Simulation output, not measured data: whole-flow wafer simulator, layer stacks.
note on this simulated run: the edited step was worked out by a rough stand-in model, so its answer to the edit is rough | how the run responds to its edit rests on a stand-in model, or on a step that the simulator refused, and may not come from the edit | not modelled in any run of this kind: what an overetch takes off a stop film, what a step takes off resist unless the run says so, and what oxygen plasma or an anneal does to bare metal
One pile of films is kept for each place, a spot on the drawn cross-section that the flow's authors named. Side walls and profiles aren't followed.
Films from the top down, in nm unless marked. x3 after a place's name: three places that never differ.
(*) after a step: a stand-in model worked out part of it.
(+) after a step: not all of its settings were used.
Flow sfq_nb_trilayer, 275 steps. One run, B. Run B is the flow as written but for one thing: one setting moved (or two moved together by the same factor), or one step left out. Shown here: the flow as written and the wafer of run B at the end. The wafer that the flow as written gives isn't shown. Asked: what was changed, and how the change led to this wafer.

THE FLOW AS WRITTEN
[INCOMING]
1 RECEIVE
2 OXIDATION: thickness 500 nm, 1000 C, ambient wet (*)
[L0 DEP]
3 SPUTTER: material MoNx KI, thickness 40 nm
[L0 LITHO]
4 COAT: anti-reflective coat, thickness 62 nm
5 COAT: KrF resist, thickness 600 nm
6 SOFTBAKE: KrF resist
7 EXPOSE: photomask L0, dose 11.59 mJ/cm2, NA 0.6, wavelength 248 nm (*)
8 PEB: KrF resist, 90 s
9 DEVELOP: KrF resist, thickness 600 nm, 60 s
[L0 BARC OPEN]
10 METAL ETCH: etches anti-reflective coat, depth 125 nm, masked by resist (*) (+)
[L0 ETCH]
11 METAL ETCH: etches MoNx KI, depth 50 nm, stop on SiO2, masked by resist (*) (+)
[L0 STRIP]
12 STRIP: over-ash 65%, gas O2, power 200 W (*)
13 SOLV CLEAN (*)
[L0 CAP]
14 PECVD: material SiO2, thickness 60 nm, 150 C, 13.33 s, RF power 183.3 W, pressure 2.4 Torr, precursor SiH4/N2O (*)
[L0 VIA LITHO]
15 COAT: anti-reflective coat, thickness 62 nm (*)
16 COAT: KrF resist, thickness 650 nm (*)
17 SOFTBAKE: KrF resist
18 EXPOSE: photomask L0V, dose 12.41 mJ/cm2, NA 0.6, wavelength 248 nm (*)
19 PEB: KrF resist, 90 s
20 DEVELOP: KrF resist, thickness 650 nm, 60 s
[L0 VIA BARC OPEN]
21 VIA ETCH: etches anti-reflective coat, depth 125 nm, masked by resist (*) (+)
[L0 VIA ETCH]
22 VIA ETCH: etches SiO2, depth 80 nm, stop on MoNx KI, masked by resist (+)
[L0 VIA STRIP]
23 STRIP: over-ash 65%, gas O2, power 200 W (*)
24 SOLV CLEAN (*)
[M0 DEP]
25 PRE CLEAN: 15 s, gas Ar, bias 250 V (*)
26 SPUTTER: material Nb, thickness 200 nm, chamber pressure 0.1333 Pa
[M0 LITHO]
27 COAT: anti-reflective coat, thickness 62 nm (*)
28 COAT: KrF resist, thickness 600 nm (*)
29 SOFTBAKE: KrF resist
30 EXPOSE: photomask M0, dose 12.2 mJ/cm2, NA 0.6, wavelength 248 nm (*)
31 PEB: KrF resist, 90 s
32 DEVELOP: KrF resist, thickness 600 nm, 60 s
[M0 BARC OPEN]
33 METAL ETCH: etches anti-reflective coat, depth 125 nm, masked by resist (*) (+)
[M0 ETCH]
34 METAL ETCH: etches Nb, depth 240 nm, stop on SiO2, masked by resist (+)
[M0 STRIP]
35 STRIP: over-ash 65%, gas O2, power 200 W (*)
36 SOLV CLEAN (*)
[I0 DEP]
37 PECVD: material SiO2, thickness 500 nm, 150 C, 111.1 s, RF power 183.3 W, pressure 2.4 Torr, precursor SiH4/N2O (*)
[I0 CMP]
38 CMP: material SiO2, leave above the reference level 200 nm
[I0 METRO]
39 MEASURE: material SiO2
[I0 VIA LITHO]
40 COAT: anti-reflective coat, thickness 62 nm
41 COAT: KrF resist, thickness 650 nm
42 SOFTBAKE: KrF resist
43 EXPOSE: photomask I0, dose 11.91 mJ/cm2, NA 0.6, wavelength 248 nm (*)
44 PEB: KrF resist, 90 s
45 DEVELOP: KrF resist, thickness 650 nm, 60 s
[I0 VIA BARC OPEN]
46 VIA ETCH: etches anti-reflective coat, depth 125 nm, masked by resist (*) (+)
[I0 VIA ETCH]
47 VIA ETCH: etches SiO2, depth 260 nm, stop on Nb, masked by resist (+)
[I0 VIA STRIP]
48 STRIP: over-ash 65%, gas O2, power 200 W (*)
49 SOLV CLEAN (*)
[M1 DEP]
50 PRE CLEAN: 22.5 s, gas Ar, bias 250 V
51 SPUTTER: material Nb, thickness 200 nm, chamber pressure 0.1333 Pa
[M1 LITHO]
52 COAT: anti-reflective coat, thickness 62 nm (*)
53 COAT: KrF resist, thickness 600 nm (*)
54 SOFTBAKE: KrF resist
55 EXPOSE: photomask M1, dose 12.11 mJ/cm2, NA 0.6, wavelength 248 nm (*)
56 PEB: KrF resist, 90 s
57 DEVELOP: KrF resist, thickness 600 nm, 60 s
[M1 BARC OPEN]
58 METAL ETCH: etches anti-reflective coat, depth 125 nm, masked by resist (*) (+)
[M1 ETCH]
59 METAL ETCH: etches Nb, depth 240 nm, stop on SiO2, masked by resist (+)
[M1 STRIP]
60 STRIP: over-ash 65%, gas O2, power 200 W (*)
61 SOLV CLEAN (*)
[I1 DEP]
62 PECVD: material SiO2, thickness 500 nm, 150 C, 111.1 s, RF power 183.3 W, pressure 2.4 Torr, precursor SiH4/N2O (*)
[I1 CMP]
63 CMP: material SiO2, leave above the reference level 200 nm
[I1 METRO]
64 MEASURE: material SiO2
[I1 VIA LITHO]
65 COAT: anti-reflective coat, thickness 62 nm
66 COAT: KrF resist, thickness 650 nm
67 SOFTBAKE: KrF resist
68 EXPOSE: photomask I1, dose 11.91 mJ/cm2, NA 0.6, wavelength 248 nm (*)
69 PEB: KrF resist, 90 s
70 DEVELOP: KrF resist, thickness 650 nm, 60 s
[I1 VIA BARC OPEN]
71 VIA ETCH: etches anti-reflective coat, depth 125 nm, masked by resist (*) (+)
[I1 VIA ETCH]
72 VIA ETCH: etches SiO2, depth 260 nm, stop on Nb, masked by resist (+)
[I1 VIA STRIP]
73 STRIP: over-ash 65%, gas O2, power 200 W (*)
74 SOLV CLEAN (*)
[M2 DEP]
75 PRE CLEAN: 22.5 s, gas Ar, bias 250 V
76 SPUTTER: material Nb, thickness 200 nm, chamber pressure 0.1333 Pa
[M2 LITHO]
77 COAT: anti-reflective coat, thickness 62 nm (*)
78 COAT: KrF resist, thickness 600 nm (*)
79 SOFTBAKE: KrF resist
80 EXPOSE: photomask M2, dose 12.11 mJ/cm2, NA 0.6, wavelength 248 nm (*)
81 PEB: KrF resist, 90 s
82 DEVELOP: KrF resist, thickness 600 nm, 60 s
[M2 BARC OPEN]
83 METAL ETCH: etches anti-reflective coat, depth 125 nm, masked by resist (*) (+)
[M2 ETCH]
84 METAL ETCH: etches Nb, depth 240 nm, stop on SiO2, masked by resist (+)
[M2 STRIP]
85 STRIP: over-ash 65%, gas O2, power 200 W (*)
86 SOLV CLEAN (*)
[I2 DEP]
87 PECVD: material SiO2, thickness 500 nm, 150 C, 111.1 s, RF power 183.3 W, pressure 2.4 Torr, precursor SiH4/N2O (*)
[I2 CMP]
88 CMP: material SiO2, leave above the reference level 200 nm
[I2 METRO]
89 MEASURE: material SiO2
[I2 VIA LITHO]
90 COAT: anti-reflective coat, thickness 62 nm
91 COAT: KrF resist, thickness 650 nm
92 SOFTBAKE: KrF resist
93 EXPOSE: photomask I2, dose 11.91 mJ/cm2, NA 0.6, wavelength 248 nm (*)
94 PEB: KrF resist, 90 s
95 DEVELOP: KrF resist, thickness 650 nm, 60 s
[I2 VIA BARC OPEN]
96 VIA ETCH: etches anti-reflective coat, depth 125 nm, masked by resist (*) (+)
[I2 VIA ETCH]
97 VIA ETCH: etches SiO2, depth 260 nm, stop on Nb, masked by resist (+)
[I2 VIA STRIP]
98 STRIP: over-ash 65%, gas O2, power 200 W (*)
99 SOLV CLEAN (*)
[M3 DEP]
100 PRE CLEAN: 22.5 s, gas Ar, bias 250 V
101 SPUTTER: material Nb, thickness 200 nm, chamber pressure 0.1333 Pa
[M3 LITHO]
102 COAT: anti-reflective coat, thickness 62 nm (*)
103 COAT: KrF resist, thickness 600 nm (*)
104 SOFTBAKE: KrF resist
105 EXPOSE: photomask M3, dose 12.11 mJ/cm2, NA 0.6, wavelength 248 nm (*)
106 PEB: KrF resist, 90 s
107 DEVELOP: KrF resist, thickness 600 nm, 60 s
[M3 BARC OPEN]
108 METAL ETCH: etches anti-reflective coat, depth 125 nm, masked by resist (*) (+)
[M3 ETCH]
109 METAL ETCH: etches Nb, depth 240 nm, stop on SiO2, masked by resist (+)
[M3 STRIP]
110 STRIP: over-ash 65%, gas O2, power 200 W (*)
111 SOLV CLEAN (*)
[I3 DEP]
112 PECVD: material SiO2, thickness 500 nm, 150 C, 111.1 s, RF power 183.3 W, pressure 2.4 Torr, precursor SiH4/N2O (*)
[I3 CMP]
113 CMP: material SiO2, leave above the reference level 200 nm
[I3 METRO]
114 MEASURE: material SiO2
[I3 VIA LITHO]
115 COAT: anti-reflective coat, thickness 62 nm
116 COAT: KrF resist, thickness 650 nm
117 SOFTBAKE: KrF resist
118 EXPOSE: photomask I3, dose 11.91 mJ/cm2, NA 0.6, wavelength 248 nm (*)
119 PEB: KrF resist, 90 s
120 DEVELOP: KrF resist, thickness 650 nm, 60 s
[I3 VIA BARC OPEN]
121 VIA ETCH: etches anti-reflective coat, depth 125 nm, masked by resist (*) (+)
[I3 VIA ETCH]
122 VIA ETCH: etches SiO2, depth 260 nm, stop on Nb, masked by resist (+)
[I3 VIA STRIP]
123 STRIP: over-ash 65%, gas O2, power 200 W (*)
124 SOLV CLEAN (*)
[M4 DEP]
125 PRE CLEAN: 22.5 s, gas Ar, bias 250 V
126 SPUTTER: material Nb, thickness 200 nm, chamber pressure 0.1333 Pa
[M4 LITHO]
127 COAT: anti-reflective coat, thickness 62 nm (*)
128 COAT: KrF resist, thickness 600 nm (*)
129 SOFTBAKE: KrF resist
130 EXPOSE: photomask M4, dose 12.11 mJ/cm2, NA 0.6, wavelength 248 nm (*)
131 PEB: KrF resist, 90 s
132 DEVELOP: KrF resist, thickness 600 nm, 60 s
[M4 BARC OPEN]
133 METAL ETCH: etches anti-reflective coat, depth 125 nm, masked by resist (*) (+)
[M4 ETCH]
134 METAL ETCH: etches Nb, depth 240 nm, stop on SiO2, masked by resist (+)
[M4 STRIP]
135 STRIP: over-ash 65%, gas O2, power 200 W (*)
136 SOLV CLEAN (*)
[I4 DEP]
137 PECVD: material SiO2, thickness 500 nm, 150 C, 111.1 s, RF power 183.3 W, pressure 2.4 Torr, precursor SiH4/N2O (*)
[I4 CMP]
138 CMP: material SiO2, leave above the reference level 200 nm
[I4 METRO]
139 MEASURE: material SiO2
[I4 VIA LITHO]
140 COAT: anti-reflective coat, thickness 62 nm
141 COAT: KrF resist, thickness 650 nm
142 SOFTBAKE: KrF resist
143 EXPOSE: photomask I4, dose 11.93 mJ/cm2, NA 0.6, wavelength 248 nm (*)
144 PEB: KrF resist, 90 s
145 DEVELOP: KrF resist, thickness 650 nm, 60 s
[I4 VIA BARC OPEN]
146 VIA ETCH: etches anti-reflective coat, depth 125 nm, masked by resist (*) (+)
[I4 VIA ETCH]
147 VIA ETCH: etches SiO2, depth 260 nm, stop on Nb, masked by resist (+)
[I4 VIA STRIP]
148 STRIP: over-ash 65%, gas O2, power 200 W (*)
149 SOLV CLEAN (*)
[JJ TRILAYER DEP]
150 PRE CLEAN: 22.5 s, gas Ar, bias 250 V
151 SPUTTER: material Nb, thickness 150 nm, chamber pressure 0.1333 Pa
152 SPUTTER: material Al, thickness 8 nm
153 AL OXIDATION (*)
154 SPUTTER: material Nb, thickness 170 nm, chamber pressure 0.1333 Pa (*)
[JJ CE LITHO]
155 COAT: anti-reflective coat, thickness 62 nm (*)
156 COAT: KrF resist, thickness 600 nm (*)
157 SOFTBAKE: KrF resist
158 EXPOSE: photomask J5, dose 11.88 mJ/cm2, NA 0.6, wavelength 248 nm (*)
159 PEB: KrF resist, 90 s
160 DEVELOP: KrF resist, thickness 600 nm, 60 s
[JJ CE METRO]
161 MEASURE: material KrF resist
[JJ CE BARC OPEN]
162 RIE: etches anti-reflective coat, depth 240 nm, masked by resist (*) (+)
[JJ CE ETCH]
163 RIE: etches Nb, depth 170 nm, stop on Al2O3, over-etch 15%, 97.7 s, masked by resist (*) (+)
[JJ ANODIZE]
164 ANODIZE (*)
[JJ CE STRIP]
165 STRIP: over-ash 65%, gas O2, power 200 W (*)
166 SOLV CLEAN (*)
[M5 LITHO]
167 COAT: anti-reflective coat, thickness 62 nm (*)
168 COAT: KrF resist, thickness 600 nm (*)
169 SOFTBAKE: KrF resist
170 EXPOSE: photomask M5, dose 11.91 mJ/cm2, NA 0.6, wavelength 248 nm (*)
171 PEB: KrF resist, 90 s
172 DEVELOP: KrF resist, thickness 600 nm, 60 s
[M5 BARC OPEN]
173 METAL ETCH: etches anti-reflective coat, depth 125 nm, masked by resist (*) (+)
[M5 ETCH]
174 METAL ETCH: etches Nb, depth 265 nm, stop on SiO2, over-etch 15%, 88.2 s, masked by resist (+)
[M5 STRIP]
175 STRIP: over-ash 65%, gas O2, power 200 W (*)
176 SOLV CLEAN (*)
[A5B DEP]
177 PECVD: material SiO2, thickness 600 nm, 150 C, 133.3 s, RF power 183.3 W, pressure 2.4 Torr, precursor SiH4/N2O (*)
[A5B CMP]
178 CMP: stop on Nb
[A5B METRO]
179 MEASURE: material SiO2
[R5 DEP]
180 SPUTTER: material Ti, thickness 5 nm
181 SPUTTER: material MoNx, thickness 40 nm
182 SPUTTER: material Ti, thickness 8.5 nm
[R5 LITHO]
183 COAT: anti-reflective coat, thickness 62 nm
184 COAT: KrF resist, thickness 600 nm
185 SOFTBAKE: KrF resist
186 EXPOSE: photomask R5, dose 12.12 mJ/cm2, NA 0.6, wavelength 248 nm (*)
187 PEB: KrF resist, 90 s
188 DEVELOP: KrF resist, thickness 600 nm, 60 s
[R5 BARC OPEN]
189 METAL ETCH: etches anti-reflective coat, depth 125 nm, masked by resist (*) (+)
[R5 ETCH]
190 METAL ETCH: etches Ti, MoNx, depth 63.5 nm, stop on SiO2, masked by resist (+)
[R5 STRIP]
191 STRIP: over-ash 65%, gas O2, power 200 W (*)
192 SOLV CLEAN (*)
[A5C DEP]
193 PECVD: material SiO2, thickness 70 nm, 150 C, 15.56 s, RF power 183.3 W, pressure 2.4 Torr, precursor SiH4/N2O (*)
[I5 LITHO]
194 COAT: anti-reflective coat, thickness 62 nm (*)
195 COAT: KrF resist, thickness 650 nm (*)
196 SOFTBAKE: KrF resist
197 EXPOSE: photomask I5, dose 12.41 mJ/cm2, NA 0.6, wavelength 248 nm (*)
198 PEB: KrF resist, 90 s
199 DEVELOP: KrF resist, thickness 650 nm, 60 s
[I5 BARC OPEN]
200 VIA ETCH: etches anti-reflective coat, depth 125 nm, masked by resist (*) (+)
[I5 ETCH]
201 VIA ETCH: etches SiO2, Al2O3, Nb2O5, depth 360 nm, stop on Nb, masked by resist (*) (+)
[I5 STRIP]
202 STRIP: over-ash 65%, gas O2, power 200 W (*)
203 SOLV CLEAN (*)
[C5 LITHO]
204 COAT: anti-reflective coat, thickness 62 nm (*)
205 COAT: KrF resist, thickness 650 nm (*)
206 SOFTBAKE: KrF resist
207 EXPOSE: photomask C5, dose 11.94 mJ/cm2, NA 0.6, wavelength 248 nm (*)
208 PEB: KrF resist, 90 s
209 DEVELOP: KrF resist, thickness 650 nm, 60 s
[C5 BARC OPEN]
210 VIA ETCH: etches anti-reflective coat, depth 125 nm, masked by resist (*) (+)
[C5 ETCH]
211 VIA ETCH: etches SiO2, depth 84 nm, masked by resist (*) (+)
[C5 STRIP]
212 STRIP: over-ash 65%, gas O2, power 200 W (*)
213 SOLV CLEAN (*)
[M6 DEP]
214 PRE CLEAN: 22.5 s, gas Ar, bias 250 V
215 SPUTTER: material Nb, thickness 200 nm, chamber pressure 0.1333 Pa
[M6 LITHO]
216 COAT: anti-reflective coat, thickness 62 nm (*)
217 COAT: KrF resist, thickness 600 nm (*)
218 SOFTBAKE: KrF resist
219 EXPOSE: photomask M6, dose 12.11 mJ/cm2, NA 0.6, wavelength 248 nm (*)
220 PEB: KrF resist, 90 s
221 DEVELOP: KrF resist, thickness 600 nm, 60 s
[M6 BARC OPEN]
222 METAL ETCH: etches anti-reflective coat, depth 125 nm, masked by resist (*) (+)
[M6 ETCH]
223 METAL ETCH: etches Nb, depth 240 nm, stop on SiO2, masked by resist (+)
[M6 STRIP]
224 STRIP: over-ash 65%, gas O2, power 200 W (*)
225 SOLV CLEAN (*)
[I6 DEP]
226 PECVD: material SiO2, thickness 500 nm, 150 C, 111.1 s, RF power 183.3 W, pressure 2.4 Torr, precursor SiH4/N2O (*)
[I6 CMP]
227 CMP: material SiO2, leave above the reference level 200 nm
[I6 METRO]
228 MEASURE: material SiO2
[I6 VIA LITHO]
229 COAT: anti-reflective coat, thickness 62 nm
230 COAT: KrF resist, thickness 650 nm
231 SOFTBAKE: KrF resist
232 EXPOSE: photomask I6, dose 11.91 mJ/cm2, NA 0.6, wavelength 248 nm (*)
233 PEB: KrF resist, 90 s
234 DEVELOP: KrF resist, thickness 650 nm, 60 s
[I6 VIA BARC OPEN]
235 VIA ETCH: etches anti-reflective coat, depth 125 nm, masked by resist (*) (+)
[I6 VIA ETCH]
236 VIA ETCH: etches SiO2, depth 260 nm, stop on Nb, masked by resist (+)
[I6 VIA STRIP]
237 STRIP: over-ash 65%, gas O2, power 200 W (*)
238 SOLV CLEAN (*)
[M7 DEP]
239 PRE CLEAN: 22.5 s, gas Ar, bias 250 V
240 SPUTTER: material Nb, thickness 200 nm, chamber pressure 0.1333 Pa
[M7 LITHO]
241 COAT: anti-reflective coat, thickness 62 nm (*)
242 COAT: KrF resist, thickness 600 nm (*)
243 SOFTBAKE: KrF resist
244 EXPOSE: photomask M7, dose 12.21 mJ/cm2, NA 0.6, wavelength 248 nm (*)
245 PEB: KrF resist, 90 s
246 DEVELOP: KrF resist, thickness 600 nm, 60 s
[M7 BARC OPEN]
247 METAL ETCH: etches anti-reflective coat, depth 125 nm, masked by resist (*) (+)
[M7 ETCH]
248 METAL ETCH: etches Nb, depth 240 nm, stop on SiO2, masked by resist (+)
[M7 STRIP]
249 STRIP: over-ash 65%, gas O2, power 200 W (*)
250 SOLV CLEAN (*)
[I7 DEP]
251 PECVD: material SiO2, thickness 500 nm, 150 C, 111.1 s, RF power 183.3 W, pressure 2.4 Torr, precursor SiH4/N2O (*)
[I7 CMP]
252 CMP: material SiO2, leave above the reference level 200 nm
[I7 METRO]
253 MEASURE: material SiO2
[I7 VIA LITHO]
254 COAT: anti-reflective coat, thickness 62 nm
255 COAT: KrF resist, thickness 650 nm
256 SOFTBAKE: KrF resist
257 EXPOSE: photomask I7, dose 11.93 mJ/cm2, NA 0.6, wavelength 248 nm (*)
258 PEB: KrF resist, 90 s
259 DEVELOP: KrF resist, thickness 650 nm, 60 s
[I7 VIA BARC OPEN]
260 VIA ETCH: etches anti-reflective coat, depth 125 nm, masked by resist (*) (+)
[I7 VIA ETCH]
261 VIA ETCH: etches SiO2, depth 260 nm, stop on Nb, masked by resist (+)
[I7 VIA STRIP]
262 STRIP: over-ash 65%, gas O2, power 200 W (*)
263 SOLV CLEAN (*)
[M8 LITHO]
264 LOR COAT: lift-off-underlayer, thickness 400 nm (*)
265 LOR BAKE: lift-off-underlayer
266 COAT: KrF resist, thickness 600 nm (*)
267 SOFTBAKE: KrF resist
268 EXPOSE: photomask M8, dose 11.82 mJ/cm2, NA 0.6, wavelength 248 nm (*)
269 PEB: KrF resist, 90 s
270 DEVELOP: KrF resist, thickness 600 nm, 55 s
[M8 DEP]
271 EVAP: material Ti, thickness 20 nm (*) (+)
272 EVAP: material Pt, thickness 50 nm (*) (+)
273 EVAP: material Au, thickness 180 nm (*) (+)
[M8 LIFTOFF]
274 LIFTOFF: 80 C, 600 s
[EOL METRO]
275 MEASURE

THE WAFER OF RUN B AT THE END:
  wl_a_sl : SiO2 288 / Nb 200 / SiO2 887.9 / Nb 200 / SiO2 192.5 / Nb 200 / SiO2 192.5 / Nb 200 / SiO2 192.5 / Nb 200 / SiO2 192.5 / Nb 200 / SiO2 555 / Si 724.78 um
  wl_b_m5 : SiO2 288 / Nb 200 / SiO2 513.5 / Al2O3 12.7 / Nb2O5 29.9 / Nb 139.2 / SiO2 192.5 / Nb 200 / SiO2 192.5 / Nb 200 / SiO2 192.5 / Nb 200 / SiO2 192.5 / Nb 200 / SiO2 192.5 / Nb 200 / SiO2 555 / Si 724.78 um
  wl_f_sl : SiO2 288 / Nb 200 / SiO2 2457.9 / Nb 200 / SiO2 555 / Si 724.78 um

The cause: step 226, PECVD: thickness 312 nm was run, where the flow has thickness 500 nm; step 226, PECVD: 69.44 s was run, where the flow has 111.1 s.

How the change led to this, step by step:
  226 PECVD: material SiO2, thickness 500 nm, 150 C, 111.1 s, RF power 183.3 W, pressure 2.4 Torr, precursor SiH4/N2O (*)
      field_l, p4_fl, p4_fm and 62 more: SiO2 +312 (as written it would be: SiO2 +500)
      v_sur, via_wl, via_w and 21 more: SiO2 +312 (new film) (as written it would be: SiO2 +500 (new film))
      (and at 17 more places)
  227 CMP: material SiO2, leave above the reference level 200 nm
      field_l, p4_fl, p4_fm and 59 more: nothing (as written it would be: SiO2 -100)
      moat, field_r, lsp_l, ln_m5, lsp_m: nothing (as written it would be: SiO2 -93.6)
      (and at 39 more places)
  229 COAT: anti-reflective coat, thickness 62 nm
      m0r_line_l, m0r_line_r, m7r_line_l, m7r_line_r: anti-reflective coat +63.5 (new film) (as written it would be: anti-reflective coat +62 (new film))
      m0r_space_l, m0r_space_r, m7r_space_l, m7r_space_r: anti-reflective coat +74.3 (new film) (as written it would be: anti-reflective coat +62 (new film))
      (and at 81 more places)
  230 COAT: KrF resist, thickness 650 nm
      m0r_line_l, m0r_line_r, m7r_line_l, m7r_line_r: KrF resist +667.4 (new film) (as written it would be: KrF resist +650 (new film))
      via_wr, ce_r, r_sur: KrF resist +626 (new film) (as written it would be: KrF resist +650 (new film))
      (and at 42 more places)
  234 DEVELOP: KrF resist, thickness 650 nm, 60 s
      via_v: KrF resist -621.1 (all of it) (as written it would be: KrF resist -648.6 (all of it))
  235 VIA ETCH: etches anti-reflective coat, depth 125 nm, masked by resist (*) (+)
      field_l, v_sur, via_wl and 102 more: KrF resist -47 (as written it would be: KrF resist -51.7)
      via_v: anti-reflective coat -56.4 (all of it), SiO2 -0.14 (as written it would be: anti-reflective coat -62 (all of it), SiO2 -0.16)
  237 STRIP: over-ash 65%, gas O2, power 200 W (*)
      m0r_line_l, m0r_line_r, m7r_line_l, m7r_line_r: KrF resist -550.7 (all of it), anti-reflective coat -63.5 (all of it) (as written it would be: KrF resist -528.6 (all of it), anti-reflective coat -62 (all of it))
      m0r_space_l, m0r_space_r, m7r_space_l, m7r_space_r: KrF resist -543.5 (all of it), anti-reflective coat -74.3 (all of it) (as written it would be: KrF resist -528.6 (all of it), anti-reflective coat -62 (all of it))
      (and at 82 more places)
  240 SPUTTER: material Nb, thickness 200 nm, chamber pressure 0.1333 Pa
      moat, lsp_m: Nb +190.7 (new film) (as written it would be: Nb +200 (new film))
      be: Nb +143.2 (new film) (as written it would be: Nb +200 (new film))
      (and at 1 more place)
  241 COAT: anti-reflective coat, thickness 62 nm (*)
      wl_d_sl, m0r_line_l, m0r_line_r, m7r_line_l, m7r_line_r: anti-reflective coat +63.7 (new film) (as written it would be: anti-reflective coat +62 (new film))
      m0r_space_l, m0r_space_r, m7r_space_l, m7r_space_r: anti-reflective coat +72 (new film) (as written it would be: anti-reflective coat +62 (new film))
      (and at 79 more places)
  242 COAT: KrF resist, thickness 600 nm (*)
      m0r_line_l, m0r_line_r, m7r_line_l, m7r_line_r: KrF resist +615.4 (new film) (as written it would be: KrF resist +600 (new film))
      wl_j_sr, m6r_line_l, m6r_line_r: KrF resist +572 (new film) (as written it would be: KrF resist +600 (new film))
      (and at 42 more places)
  246 DEVELOP: KrF resist, thickness 600 nm, 60 s
      m0r_line_l, m0r_line_r: KrF resist -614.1 (all of it) (as written it would be: KrF resist -598.7 (all of it))
      m5r_linepad_l, m5r_linepad_r: KrF resist -579.6 (all of it) (as written it would be: KrF resist -598.7 (all of it))
      (and at 12 more places)
  247 METAL ETCH: etches anti-reflective coat, depth 125 nm, masked by resist (*) (+)
      v_sur, via_wl, via_w and 38 more: KrF resist -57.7 (as written it would be: KrF resist -51.7)
      m0r_space_l, m0r_space_r, m7r_space_l, m7r_space_r: anti-reflective coat -72 (all of it) (as written it would be: anti-reflective coat -62 (all of it))
      (and at 44 more places)
  249 STRIP: over-ash 65%, gas O2, power 200 W (*)
      m7r_line_l, m7r_line_r: KrF resist -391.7 (all of it), anti-reflective coat -63.7 (all of it) (as written it would be: KrF resist -382.4 (all of it), anti-reflective coat -62 (all of it))
      v_sur: KrF resist -343.3 (all of it), anti-reflective coat -47 (all of it) (as written it would be: KrF resist -379.9 (all of it), anti-reflective coat -61.4 (all of it))
      (and at 37 more places)
  251 PECVD: material SiO2, thickness 500 nm, 150 C, 111.1 s, RF power 183.3 W, pressure 2.4 Torr, precursor SiH4/N2O (*)
      be: SiO2 +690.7 (new film) (as written it would be: SiO2 +500 (new film))
  252 CMP: material SiO2, leave above the reference level 200 nm
      field_r, lsp_l: nothing (as written it would be: SiO2 -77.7)
      l0_sur, l0v: nothing (as written it would be: SiO2 -87.8)
      (and at 76 more places)
  254 COAT: anti-reflective coat, thickness 62 nm
      field_r: anti-reflective coat +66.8 (new film) (as written it would be: anti-reflective coat +62 (new film))
      lsp_l: anti-reflective coat +65.1 (new film) (as written it would be: anti-reflective coat +62 (new film))
      (and at 2 more places)
  ... 2 more steps ...
  274 LIFTOFF: 80 C, 600 s
      field_r: Au -180 (all of it), Pt -50 (all of it), Ti -20 (all of it), KrF resist -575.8 (all of it), lift-off-underlayer -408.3 (all of it) (as written it would be: Au -180 (all of it), Pt -50 (all of it), Ti -20 (all of it), KrF resist -573.5 (all of it), lift-off-underlayer -399.6 (all of it))
      lsp_l: Au -180 (all of it), Pt -50 (all of it), Ti -20 (all of it), KrF resist -576.1 (all of it), lift-off-underlayer -407.8 (all of it) (as written it would be: Au -180 (all of it), Pt -50 (all of it), Ti -20 (all of it), KrF resist -573.4 (all of it), lift-off-underlayer -399.6 (all of it))
